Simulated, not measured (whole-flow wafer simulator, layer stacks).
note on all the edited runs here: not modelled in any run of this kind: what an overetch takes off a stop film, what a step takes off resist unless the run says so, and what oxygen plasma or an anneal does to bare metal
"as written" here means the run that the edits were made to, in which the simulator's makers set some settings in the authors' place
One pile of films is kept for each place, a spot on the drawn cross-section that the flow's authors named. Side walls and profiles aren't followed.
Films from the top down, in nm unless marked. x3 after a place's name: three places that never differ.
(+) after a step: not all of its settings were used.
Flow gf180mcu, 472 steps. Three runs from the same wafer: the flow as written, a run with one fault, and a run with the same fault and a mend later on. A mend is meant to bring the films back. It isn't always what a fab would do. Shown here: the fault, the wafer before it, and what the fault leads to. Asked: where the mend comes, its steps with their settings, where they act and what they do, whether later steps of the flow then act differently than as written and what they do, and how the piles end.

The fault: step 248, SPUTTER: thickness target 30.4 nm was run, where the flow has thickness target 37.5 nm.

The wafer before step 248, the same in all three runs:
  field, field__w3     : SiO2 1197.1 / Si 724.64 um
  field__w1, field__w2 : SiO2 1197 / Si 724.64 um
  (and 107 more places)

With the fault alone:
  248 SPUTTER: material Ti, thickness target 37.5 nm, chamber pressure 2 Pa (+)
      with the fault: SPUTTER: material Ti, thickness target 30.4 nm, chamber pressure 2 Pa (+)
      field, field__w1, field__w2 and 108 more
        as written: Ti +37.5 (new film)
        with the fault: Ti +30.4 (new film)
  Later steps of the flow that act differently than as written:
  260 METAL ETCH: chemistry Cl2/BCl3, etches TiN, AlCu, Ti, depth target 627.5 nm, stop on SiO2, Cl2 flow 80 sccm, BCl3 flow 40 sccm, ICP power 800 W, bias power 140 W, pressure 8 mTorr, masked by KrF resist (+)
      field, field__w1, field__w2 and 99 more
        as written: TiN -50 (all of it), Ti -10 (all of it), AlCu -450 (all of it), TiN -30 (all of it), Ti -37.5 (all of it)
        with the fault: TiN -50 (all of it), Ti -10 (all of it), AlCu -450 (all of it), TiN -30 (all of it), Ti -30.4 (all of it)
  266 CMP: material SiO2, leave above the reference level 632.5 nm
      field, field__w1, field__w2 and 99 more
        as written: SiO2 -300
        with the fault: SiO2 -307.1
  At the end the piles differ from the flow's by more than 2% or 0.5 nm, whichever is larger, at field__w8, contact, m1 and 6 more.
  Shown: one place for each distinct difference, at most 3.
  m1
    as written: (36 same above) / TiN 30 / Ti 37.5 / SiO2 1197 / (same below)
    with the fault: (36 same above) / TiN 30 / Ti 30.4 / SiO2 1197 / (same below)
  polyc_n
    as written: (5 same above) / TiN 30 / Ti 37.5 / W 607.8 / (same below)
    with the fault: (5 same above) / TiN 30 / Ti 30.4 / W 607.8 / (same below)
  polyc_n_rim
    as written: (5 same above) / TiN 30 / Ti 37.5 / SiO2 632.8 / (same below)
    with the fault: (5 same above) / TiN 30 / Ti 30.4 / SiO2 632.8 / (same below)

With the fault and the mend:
  The mend comes after step 248.
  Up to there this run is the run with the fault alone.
  248a SPUTTER: material Ti, thickness target 7.1 nm, chamber pressure 2 Pa (+) (the flow's step 248 once more, with other settings)
      field, field__w1, field__w2 and 108 more
        Ti +7.1
  No later step of the flow acts differently than as written at any place that is followed.
  At the end the piles are the same as the flow's at every place that both follow.
